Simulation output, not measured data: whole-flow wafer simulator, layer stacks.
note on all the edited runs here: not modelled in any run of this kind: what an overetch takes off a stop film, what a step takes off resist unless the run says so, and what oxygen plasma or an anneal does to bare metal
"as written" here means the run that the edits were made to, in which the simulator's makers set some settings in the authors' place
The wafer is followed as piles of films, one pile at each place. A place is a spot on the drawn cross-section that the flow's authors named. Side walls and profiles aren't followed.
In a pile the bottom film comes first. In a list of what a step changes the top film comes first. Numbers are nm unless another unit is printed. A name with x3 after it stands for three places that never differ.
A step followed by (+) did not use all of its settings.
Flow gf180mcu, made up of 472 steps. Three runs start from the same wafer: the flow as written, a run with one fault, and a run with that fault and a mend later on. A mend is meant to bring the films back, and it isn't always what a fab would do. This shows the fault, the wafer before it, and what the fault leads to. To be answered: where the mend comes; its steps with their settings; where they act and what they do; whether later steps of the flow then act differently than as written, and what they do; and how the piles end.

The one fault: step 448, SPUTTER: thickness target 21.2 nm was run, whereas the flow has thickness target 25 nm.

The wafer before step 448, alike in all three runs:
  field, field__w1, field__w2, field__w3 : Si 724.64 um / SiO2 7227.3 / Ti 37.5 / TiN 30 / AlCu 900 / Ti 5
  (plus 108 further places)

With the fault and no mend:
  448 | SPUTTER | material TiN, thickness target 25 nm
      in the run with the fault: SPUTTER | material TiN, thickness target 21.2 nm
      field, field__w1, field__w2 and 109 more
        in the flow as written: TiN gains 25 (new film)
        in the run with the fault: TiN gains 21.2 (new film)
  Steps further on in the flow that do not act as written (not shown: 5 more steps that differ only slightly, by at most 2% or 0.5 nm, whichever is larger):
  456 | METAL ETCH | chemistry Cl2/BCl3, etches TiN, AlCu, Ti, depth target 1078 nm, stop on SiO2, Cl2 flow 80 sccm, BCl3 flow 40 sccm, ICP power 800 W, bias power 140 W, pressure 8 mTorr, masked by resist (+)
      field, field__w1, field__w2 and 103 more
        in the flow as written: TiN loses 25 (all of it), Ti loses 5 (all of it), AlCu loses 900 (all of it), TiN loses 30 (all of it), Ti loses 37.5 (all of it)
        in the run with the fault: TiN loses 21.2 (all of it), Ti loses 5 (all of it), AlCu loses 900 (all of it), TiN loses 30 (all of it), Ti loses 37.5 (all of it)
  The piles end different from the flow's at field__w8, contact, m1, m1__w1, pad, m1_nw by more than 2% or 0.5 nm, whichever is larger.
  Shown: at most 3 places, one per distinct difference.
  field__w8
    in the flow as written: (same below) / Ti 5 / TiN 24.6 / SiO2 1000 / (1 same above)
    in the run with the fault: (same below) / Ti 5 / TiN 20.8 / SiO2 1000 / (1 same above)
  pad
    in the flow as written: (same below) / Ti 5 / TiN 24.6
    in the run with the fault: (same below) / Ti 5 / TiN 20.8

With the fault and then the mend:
  The mend stands after step 448.
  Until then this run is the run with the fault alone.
  448a | SPUTTER | material TiN, thickness target 3.8 nm (the flow's step 448 again, with other settings)
      field, field__w1, field__w2 and 109 more
        TiN gains 3.8
  Later steps of the flow that are run all act as written at every place that is followed.
  By the end, the piles equal the flow's at every place that both follow.
